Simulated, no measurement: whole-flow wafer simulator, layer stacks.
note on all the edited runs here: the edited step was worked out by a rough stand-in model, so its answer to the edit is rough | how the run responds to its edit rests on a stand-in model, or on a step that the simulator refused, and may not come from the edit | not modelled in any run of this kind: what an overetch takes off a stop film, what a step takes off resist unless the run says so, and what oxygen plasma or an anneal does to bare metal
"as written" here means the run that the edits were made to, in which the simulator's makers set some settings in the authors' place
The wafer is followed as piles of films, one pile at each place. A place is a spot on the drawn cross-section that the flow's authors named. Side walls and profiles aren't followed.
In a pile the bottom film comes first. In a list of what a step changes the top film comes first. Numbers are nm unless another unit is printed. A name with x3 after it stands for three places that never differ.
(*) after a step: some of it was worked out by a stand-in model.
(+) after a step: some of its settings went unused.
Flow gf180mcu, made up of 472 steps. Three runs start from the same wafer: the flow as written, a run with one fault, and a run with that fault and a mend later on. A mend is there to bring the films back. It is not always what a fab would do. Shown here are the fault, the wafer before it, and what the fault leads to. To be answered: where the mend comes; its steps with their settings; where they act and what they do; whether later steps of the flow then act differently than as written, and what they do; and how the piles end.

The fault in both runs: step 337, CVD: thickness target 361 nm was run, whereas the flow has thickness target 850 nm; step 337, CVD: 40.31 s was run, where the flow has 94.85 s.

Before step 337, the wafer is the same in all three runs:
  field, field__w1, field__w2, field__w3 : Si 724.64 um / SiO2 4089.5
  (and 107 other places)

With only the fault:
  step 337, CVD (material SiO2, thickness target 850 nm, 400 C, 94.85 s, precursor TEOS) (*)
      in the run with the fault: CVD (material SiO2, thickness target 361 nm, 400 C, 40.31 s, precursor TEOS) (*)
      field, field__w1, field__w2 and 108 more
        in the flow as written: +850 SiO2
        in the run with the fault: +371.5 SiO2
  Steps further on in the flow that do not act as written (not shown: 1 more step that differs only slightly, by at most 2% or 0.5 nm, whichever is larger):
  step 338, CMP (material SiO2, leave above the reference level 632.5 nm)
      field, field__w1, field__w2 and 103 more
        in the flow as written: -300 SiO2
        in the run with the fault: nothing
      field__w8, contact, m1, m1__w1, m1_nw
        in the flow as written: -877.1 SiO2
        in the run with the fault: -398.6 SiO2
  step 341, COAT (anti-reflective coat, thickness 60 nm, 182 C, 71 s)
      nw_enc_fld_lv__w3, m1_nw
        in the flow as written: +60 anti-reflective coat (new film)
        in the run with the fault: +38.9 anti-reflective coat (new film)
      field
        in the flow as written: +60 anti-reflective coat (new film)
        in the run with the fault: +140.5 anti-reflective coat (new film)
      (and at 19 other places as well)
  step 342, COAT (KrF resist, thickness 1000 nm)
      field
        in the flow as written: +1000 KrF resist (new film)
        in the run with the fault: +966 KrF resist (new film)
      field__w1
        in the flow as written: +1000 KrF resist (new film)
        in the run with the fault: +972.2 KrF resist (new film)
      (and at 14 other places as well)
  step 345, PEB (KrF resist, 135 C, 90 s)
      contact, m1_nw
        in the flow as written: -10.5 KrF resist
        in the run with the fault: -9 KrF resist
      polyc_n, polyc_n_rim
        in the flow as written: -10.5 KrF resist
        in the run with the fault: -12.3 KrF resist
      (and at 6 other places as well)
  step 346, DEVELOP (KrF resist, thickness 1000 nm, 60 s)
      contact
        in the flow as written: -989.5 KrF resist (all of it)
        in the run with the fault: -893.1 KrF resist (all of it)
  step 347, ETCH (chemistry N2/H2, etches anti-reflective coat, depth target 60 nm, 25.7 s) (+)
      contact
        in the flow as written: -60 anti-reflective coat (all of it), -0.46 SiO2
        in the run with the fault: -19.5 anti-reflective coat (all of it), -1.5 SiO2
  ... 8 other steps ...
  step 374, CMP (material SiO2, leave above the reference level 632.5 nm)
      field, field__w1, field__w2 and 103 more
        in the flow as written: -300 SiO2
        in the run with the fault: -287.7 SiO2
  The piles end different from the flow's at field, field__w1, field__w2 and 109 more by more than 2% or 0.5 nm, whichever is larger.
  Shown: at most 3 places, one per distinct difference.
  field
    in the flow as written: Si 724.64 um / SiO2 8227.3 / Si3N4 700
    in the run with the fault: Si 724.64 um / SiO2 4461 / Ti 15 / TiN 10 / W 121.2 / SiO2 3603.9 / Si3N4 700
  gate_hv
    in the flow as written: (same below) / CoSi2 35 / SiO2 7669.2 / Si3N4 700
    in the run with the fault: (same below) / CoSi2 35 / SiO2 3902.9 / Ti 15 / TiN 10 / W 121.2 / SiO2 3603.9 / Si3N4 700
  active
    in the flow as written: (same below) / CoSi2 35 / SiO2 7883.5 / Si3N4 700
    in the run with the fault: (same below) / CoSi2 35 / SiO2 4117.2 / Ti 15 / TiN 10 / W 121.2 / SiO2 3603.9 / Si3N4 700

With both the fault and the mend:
  After step 337 comes the mend.
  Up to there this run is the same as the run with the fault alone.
  step 337a, CVD (material SiO2, thickness target 489 nm, 400 C, 54.57 s, precursor TEOS) (*) (the flow's step 337 again, with other settings)
      field, field__w1, field__w2 and 108 more
        +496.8 SiO2
  Steps further on in the flow that do not act as written:
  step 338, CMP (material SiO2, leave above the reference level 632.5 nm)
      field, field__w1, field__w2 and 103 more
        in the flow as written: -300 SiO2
        in the run with the mend: -318.3 SiO2
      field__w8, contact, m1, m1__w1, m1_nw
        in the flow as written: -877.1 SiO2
        in the run with the mend: -895.4 SiO2
  At every place that both follow, the piles at the end match the flow's.
